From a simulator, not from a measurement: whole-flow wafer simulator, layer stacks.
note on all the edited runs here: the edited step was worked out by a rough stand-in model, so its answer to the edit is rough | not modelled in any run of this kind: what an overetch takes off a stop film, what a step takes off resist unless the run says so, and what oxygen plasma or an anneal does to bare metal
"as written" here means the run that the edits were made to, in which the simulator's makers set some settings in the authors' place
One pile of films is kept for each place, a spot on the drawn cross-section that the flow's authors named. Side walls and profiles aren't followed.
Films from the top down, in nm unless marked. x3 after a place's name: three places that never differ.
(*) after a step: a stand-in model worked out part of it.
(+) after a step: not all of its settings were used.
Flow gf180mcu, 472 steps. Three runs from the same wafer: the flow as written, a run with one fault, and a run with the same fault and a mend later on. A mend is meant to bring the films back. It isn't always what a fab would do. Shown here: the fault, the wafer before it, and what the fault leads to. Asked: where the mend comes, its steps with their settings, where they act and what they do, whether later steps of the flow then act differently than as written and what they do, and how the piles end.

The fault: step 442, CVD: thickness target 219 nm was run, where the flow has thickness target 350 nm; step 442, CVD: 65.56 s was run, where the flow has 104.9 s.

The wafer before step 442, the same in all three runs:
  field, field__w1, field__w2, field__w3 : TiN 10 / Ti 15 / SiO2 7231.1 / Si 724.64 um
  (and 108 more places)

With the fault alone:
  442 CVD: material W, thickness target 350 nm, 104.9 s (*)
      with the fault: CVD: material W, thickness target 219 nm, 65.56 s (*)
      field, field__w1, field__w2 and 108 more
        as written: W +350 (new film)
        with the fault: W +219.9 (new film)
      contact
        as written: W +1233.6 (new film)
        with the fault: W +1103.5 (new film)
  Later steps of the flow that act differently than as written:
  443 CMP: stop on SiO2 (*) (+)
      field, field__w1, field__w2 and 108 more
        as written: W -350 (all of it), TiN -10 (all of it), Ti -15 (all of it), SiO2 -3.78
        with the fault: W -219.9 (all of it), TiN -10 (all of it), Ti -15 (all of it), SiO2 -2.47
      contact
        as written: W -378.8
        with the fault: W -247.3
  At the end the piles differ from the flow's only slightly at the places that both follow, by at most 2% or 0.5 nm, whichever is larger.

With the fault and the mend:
  The mend comes after step 442.
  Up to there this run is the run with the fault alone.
  442a CVD: material W, thickness target 131 nm, 39.26 s (the flow's step 442 once more, with other settings)
      field, field__w1, field__w2 and 109 more
        W +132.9
  No later step of the flow acts differently than as written, at any place that is followed, by more than 2% or 0.5 nm, whichever is larger.
  At the end the piles differ from the flow's only slightly at the places that both follow, by at most 2% or 0.5 nm, whichever is larger.
